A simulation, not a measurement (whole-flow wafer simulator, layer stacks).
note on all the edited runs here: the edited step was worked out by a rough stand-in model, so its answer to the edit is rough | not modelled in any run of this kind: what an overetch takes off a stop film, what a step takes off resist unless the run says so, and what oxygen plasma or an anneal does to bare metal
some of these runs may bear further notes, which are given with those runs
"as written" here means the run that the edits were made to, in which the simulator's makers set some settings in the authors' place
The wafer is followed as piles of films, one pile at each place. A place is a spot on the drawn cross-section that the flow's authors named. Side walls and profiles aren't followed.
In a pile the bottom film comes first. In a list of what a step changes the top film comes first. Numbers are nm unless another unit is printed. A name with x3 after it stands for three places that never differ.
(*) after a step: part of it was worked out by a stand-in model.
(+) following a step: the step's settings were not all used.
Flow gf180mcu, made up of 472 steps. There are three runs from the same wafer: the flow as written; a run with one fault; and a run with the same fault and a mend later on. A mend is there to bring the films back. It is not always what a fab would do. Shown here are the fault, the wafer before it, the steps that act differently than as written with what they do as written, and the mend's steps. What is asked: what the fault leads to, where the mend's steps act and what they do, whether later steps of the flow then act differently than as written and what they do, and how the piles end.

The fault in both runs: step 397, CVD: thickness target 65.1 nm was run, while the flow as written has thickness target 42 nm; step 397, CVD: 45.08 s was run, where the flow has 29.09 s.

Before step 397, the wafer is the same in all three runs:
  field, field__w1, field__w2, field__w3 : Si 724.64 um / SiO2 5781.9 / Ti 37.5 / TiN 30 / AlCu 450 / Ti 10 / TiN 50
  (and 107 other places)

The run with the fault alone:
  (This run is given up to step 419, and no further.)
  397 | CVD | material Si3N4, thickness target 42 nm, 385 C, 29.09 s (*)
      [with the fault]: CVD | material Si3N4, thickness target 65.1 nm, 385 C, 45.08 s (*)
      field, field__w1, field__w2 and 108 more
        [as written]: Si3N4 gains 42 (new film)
        [with the fault]: Si3N4 gains 65 (new film)
  Later steps of the flow acting differently than as written:
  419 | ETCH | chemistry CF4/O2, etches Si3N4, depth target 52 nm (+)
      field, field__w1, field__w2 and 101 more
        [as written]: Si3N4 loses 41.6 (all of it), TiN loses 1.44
        [with the fault]: Si3N4 loses 52
  Once step 419 is done, the piles at field, field__w1, field__w2 and 109 more depart from the flow's by more than 2% or 0.5 nm, whichever is larger.
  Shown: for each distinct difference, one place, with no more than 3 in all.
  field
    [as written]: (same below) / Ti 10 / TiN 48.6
    [with the fault]: (same below) / Ti 10 / TiN 50 / Si3N4 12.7
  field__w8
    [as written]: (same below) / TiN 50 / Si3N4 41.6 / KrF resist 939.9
    [with the fault]: (same below) / TiN 50 / Si3N4 64.7 / KrF resist 939.9
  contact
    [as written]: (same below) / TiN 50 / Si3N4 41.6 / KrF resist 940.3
    [with the fault]: (same below) / TiN 50 / Si3N4 64.7 / KrF resist 940.3

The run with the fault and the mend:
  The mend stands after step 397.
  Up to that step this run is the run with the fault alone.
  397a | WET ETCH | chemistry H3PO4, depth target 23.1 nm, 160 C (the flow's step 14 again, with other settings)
      field, field__w1, field__w2 and 108 more
        Si3N4 loses 23.1
  Later steps of the flow that are run all act as written at every place that is followed, up to a difference of at most 2% or 0.5 nm, whichever is larger.
  The piles end only slightly different from the flow's at the places that both follow, by no more than 2% or 0.5 nm, whichever is larger.
